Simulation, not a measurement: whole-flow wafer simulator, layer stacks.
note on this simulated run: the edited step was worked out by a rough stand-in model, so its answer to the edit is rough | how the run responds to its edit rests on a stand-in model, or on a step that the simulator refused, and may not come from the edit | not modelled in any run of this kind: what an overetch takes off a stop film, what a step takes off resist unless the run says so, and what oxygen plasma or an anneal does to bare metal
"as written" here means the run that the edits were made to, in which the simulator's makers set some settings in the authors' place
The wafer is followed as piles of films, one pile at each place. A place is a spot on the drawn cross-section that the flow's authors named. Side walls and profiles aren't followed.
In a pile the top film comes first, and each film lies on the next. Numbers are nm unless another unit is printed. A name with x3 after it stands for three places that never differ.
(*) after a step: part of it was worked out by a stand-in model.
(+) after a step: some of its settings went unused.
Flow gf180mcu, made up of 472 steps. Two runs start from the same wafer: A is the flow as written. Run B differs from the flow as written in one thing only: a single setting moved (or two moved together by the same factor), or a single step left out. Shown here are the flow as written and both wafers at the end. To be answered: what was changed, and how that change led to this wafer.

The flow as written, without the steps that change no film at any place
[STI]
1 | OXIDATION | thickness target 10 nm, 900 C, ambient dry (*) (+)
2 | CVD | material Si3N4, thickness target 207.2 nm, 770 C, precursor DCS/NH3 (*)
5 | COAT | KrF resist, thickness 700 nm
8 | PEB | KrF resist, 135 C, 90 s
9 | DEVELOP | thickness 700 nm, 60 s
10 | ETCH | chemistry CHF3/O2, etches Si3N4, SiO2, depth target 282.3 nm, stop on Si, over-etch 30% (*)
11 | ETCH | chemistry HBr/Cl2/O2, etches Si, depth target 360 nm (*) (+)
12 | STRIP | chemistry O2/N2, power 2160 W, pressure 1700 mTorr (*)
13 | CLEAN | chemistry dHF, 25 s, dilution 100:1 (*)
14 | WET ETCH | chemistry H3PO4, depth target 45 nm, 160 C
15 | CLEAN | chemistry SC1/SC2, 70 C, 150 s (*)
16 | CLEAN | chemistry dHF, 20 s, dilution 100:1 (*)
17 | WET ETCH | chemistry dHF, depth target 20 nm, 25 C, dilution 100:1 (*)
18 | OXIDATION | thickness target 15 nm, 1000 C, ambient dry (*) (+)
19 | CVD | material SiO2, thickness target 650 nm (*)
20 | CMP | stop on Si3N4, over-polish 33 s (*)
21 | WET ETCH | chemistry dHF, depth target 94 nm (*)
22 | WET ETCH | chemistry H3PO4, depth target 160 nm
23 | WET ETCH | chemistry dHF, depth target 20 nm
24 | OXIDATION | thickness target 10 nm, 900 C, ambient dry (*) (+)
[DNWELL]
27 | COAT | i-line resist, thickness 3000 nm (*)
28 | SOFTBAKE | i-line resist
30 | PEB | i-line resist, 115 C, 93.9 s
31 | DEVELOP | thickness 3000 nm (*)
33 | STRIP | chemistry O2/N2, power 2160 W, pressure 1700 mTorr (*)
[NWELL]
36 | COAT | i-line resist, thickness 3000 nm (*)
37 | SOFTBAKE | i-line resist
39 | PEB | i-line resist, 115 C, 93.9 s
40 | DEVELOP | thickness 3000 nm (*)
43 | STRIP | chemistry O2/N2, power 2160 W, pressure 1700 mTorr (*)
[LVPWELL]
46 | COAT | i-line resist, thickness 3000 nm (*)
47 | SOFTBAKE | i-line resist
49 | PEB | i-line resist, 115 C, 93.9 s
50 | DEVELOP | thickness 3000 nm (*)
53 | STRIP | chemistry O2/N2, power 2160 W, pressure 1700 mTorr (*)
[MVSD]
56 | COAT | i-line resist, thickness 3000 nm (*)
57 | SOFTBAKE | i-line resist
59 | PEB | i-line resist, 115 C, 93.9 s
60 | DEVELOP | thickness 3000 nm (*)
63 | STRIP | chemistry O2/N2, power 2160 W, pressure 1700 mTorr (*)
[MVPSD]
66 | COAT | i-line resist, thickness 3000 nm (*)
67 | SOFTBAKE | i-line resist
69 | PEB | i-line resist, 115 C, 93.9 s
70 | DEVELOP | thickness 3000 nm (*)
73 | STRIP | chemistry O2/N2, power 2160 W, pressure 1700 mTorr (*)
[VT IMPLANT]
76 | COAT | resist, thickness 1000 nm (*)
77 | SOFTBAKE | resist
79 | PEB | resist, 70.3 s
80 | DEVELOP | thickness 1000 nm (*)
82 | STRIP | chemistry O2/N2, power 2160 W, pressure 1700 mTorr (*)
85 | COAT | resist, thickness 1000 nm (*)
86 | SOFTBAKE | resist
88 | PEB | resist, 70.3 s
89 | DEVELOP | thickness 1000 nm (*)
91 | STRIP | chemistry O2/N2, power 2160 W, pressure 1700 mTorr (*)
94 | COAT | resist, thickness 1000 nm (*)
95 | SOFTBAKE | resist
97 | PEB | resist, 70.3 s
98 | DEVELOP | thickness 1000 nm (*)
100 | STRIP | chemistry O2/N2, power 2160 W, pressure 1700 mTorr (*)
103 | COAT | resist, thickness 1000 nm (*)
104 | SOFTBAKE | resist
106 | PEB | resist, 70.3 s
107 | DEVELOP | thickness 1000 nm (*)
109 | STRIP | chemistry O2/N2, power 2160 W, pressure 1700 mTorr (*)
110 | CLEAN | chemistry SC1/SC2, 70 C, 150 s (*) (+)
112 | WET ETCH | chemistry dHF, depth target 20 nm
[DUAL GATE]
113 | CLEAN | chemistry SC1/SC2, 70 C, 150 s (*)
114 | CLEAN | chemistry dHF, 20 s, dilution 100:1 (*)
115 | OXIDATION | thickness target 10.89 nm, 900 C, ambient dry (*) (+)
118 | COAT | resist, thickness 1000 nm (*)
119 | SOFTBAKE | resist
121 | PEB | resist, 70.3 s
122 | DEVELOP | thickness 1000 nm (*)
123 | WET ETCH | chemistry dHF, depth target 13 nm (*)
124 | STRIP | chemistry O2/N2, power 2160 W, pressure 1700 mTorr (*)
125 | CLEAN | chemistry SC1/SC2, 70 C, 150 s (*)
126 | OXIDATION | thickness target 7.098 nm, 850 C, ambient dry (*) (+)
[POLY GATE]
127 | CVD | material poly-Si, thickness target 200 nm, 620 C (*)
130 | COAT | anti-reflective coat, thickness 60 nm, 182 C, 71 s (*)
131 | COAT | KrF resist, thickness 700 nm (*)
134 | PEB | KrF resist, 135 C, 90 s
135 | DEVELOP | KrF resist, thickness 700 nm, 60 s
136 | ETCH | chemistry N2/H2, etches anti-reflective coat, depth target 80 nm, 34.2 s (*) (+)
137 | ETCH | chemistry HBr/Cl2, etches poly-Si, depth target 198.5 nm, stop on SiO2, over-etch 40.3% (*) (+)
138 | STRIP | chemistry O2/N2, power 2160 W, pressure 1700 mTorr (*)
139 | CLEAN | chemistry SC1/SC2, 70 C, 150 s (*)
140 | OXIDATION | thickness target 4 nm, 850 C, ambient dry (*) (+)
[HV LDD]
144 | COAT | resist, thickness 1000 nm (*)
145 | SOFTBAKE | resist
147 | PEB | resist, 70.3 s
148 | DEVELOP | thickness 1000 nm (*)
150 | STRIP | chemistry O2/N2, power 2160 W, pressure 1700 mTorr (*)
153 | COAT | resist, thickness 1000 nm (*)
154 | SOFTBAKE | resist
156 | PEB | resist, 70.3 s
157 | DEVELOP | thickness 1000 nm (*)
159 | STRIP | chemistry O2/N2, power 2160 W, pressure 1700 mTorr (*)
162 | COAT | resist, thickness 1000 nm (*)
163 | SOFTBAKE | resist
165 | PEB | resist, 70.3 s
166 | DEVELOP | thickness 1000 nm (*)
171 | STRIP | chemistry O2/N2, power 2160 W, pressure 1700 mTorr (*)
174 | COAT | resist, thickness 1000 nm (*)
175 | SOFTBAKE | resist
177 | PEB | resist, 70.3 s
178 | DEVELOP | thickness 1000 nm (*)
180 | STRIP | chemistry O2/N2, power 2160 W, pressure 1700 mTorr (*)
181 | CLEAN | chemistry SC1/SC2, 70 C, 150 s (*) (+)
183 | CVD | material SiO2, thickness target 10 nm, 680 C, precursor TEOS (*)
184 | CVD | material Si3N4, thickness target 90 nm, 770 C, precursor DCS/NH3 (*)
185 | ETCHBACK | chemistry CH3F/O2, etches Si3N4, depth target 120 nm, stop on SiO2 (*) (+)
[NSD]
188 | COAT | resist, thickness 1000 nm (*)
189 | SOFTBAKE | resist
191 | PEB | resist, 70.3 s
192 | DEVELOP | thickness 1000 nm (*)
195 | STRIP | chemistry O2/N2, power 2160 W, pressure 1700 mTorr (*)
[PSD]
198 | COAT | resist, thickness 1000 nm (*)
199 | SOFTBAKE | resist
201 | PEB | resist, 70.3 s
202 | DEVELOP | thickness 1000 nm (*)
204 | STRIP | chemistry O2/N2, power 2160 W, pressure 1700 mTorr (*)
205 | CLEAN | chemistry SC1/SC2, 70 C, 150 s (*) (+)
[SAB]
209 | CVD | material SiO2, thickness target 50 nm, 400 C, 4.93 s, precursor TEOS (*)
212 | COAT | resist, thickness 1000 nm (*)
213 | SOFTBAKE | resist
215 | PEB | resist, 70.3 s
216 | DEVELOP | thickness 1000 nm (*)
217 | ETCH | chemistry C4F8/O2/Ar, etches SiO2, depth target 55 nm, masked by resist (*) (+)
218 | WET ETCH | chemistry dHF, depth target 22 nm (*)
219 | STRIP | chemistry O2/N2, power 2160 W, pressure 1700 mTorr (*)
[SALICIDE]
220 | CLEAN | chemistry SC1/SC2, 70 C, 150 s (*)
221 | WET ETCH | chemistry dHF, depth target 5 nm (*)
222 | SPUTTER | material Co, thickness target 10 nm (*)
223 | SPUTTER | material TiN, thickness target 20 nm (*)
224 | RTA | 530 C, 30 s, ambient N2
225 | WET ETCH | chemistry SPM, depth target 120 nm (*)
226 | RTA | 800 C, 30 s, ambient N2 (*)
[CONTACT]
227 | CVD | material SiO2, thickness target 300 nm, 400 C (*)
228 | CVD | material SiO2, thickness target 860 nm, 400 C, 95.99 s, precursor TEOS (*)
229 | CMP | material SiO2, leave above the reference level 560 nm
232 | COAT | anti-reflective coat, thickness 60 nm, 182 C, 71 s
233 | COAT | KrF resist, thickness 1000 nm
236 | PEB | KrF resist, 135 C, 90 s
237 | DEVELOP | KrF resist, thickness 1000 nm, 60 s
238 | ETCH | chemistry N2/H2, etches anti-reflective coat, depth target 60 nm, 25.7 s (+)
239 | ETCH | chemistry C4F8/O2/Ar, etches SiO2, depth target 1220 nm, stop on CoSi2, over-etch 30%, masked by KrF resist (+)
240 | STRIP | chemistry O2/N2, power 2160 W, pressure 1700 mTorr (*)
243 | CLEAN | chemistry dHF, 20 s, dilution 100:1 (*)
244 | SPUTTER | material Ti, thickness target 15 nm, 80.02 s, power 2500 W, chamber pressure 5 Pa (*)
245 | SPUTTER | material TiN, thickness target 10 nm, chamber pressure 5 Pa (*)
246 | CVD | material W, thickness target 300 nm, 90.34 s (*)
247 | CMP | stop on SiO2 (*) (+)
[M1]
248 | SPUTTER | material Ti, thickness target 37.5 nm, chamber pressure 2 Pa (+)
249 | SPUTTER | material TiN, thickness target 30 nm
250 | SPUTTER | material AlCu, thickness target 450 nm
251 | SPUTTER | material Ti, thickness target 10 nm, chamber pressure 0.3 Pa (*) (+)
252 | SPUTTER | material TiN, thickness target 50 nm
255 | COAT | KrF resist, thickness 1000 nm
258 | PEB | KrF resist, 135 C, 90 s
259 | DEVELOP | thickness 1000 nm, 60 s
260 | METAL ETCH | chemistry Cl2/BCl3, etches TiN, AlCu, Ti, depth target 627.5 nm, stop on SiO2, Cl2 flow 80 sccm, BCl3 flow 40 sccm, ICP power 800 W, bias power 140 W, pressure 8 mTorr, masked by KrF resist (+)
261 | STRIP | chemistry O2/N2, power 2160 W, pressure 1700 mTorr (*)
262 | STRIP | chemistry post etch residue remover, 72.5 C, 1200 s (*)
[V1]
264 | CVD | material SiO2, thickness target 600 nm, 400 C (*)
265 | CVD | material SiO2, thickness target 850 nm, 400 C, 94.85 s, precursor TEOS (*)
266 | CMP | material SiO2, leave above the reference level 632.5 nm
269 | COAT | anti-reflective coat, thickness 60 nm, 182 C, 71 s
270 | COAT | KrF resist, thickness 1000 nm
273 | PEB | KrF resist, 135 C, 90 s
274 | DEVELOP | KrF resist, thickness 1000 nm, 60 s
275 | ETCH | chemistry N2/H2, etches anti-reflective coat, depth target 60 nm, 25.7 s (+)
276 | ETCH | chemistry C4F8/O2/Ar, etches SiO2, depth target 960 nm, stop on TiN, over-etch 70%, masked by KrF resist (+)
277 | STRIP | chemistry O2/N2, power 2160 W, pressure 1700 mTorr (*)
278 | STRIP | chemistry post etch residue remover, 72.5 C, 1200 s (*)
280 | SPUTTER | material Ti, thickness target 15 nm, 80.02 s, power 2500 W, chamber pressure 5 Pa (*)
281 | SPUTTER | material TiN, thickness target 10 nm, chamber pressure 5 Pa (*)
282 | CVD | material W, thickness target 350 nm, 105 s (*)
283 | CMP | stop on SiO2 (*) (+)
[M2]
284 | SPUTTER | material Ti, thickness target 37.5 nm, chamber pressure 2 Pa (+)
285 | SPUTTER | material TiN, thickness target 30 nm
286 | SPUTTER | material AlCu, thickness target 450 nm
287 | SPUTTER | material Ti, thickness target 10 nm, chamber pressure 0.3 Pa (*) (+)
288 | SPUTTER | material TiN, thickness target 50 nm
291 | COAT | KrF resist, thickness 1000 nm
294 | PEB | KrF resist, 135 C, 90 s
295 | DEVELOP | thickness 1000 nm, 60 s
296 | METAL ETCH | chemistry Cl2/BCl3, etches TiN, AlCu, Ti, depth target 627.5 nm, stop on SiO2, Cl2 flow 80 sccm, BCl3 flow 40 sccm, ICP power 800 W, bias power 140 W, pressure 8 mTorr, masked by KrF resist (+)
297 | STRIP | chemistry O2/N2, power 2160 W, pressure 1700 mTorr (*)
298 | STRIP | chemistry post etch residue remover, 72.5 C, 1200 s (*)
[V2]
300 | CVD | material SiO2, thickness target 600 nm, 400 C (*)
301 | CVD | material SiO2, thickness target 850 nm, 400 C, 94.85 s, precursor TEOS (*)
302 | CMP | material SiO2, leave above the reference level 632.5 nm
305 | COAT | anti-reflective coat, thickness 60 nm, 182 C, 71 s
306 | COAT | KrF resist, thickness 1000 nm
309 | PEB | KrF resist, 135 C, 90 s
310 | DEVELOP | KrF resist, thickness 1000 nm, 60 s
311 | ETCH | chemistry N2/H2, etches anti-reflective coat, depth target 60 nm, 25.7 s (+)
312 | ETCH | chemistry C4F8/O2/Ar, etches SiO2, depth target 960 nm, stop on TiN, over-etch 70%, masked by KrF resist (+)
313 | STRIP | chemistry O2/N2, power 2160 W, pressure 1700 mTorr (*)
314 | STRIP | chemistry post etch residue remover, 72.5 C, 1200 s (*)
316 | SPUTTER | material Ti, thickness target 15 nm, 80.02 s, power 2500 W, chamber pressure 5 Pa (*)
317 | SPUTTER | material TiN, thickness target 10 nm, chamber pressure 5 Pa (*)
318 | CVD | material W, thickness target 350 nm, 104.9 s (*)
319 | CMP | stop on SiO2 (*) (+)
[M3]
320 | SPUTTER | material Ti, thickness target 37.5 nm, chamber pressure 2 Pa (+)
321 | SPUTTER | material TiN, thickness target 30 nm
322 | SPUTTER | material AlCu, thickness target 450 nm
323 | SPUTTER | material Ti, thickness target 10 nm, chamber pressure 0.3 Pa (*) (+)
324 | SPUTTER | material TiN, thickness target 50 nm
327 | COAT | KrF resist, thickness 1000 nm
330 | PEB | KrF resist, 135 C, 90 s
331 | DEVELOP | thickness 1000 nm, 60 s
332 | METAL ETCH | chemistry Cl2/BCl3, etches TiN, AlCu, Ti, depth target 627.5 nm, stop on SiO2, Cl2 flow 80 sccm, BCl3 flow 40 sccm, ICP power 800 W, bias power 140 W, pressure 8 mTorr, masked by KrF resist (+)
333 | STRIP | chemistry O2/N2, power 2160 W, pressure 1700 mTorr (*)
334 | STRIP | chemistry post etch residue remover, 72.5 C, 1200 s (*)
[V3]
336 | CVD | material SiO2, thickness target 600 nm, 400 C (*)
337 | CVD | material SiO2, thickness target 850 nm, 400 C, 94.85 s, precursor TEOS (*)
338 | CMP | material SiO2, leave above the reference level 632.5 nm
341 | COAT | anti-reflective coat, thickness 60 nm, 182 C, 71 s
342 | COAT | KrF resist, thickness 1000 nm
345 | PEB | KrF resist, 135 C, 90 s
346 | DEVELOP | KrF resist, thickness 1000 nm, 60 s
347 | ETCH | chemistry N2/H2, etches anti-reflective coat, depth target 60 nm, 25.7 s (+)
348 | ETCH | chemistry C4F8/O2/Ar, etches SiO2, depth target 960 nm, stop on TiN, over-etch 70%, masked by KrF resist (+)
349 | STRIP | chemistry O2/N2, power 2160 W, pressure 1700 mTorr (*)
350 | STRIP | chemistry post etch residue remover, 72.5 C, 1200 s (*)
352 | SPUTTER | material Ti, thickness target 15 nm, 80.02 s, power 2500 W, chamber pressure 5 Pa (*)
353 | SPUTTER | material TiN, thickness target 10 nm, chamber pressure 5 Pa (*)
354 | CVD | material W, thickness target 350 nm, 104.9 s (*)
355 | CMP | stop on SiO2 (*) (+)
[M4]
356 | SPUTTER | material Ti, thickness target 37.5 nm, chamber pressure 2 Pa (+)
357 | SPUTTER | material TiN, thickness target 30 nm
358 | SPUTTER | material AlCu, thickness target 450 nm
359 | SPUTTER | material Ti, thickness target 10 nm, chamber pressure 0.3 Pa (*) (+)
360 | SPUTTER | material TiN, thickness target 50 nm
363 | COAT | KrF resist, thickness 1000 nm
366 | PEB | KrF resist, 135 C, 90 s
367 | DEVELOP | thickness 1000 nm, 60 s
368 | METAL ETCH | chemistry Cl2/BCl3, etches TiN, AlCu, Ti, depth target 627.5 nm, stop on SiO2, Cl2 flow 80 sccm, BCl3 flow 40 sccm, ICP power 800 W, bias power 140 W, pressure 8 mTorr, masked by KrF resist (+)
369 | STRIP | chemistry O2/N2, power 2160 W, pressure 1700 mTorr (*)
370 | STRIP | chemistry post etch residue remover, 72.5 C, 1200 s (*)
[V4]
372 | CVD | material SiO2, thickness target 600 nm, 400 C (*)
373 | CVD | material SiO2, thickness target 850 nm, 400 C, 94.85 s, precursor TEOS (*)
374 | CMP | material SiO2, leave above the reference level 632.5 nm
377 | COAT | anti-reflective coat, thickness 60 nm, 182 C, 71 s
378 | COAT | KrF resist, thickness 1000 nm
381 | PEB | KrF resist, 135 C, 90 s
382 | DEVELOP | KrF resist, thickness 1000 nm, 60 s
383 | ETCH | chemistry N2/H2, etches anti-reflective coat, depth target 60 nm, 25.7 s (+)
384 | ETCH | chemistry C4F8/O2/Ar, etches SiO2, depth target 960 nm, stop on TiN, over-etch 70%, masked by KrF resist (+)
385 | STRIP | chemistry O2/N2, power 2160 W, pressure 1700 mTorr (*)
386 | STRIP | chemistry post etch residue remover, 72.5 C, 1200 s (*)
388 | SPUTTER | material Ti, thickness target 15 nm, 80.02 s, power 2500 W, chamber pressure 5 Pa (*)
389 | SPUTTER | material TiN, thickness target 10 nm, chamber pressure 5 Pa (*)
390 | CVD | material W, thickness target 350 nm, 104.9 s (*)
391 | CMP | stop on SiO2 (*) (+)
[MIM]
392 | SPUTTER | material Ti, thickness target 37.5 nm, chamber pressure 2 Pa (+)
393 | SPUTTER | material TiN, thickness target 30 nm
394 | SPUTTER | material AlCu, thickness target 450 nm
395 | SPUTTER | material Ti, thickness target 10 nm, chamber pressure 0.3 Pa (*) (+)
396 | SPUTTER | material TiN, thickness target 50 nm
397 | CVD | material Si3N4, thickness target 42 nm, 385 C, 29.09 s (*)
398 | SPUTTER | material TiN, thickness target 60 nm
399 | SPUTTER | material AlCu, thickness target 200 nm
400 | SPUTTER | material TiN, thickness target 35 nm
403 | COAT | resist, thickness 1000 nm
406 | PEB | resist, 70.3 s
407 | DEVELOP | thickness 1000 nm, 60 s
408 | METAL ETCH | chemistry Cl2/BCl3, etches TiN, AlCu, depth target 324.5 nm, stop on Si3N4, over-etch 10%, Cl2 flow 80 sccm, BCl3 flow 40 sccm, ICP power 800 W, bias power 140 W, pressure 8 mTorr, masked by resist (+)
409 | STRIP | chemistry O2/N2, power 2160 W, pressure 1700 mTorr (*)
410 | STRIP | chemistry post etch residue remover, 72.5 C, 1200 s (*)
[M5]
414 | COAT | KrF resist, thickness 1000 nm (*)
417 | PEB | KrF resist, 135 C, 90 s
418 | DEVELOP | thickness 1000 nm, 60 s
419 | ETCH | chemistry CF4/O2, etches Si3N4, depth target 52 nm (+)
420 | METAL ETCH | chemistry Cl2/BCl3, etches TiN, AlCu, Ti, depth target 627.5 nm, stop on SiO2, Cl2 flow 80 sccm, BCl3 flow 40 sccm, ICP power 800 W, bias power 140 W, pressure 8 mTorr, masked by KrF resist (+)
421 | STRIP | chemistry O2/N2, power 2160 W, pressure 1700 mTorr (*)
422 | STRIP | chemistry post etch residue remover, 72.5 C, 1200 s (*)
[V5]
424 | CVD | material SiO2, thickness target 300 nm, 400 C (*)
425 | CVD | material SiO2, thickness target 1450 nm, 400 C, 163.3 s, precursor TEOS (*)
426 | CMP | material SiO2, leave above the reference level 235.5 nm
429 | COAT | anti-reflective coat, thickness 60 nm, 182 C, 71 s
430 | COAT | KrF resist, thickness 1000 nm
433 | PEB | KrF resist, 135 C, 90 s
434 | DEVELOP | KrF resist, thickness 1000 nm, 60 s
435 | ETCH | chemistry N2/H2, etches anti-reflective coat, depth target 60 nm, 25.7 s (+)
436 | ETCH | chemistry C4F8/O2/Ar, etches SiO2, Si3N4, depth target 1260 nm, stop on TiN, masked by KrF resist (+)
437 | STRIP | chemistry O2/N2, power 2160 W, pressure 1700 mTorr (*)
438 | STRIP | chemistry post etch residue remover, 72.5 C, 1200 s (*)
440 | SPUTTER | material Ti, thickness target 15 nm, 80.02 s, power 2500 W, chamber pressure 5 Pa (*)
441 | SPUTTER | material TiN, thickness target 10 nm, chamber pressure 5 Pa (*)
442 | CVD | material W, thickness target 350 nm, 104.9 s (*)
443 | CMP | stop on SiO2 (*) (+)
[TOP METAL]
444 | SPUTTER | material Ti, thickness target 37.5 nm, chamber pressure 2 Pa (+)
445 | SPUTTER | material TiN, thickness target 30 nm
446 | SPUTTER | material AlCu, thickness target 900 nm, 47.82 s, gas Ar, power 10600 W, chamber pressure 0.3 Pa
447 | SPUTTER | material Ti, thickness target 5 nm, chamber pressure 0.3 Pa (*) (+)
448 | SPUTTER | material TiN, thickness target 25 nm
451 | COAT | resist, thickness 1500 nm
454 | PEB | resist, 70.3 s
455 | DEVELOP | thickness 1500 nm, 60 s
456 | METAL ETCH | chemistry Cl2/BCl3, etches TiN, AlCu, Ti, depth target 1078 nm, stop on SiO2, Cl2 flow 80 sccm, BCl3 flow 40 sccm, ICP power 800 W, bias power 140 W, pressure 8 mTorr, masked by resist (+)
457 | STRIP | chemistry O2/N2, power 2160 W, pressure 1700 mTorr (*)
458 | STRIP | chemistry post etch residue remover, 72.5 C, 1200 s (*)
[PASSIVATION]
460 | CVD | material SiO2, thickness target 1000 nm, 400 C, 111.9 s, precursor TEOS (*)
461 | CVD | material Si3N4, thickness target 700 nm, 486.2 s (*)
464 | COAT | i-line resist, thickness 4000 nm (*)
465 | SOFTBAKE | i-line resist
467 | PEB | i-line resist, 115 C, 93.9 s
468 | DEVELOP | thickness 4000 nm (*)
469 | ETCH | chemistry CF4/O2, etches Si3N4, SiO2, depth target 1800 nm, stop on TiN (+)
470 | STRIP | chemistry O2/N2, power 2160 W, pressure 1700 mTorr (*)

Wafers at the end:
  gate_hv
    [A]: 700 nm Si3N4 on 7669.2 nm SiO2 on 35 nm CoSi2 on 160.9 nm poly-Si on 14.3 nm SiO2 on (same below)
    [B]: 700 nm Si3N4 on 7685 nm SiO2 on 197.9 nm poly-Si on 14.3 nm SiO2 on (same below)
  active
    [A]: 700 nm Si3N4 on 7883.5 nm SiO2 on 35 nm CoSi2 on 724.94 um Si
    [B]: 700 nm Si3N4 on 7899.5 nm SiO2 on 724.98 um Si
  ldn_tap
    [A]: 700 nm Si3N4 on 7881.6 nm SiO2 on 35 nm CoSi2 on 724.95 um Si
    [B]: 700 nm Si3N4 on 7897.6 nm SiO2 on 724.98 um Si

The reason: step 184, CVD: thickness target 124 nm was run, while the flow as written has thickness target 90 nm.

The path from the change to this, step by step:
  184 | CVD | material Si3N4, thickness target 90 nm, 770 C, precursor DCS/NH3 (*)
      field, field__w1, field__w2 and 101 more: A Si3N4 gains 90 (new film) | B Si3N4 gains 124 (new film)
  185 | ETCHBACK | chemistry CH3F/O2, etches Si3N4, depth target 120 nm, stop on SiO2 (*) (+)
      field, field__w1, field__w2 and 100 more: A Si3N4 loses 90 (all of it), SiO2 loses 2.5 | B Si3N4 loses 120
  188 | COAT | resist, thickness 1000 nm (*)
      spacer: A resist gains 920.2 (new film) | B resist gains 893 (new film)
  189 | SOFTBAKE | resist
      field__w9: A resist gains 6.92 | B resist loses 3.08
      field__w6: A resist gains 7.53 | B resist gains 8.08
      (also at 13 further places)
  192 | DEVELOP | thickness 1000 nm (*)
      spacer: A resist loses 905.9 (all of it) | B resist loses 879.3 (all of it)
  198 | COAT | resist, thickness 1000 nm (*)
      spacer: A resist gains 920.2 (new film) | B resist gains 893 (new film)
  199 | SOFTBAKE | resist
      field__w9: A resist gains 6.92 | B resist loses 3.08
      field__w6: A resist gains 7.53 | B resist gains 8.08
      (also at 13 further places)
  204 | STRIP | chemistry O2/N2, power 2160 W, pressure 1700 mTorr (*)
      spacer: A resist loses 905.9 (all of it) | B resist loses 879.2 (all of it)
  205 | CLEAN | chemistry SC1/SC2, 70 C, 150 s (*) (+)
      field, field__w1, field__w2 and 105 more: A SiO2 loses 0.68 | B Si3N4 loses 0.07
  209 | CVD | material SiO2, thickness target 50 nm, 400 C, 4.93 s, precursor TEOS (*)
      field, field__w7, field__w8 and 73 more: A SiO2 gains 50 | B SiO2 gains 50 (new film)
      field_sub__w1, field_sub__w3, field_sub__w4, field_sub__w5, ld_drift_n: A SiO2 gains 48.9 | B SiO2 gains 48.8 (new film)
      (also at 27 further places)
  212 | COAT | resist, thickness 1000 nm (*)
      spacer: A resist gains 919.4 (new film) | B resist gains 892.5 (new film)
  213 | SOFTBAKE | resist
      npoly_sal: A resist loses 0.55 | B resist gains 0.24
      field__w5: A resist gains 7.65 | B resist gains 8.42
      (also at 9 further places)
  216 | DEVELOP | thickness 1000 nm (*)
      spacer: A resist loses 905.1 (all of it) | B resist loses 878.7 (all of it)
  217 | ETCH | chemistry C4F8/O2/Ar, etches SiO2, depth target 55 nm, masked by resist (*) (+)
      field, field__w7, field__w8 and 70 more: A SiO2 loses 55 | B SiO2 loses 50 (all of it), Si3N4 loses 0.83
      field_sub, field_sub__w2, ld_drn_n, ld_sd_p: A SiO2 loses 55 | B SiO2 loses 48.7 (all of it), Si3N4 loses 1.05
      (also at 22 further places)
  218 | WET ETCH | chemistry dHF, depth target 22 nm (*)
      gate, gate_hv, gate_p and 23 more: A SiO2 loses 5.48 (all of it) | B Si3N4 loses 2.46
      field, field__w10, sti and 14 more: A SiO2 loses 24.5 | B Si3N4 loses 2.46
      (also at 56 further places)
  219 | STRIP | chemistry O2/N2, power 2160 W, pressure 1700 mTorr (*)
      gate, gate_hv, gate_p and 23 more: A chemical SiO2 gains 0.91 (new film), poly-Si loses 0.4 | B nothing
      active, p_well, sd_n and 20 more: A chemical SiO2 gains 0.91 (new film), Si loses 0.4 | B nothing
  ... another 13 steps ...
  471 | ANNEAL | 400 C, 1800 s, ambient N2/H2
      polyc_n, polyc_p: A nothing | B under 9 films: void gains 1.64 (new film), Ti loses 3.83, TiSi first gains 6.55 (new film), poly-Si loses 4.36
      contact: A nothing | B under 49 films: void gains 1.62 (new film), Ti loses 3.83, TiSi first gains 6.55 (new film), Si loses 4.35
Taking metal films that touch as one body, gate_hv has 0 bodies; the flow as written gives 1 body.
Taking metal films that touch as one body, active has 0 bodies; the flow as written gives 1 body.
Taking metal films that touch as one body, ldn_tap has 0 bodies; the flow as written gives 1 body.
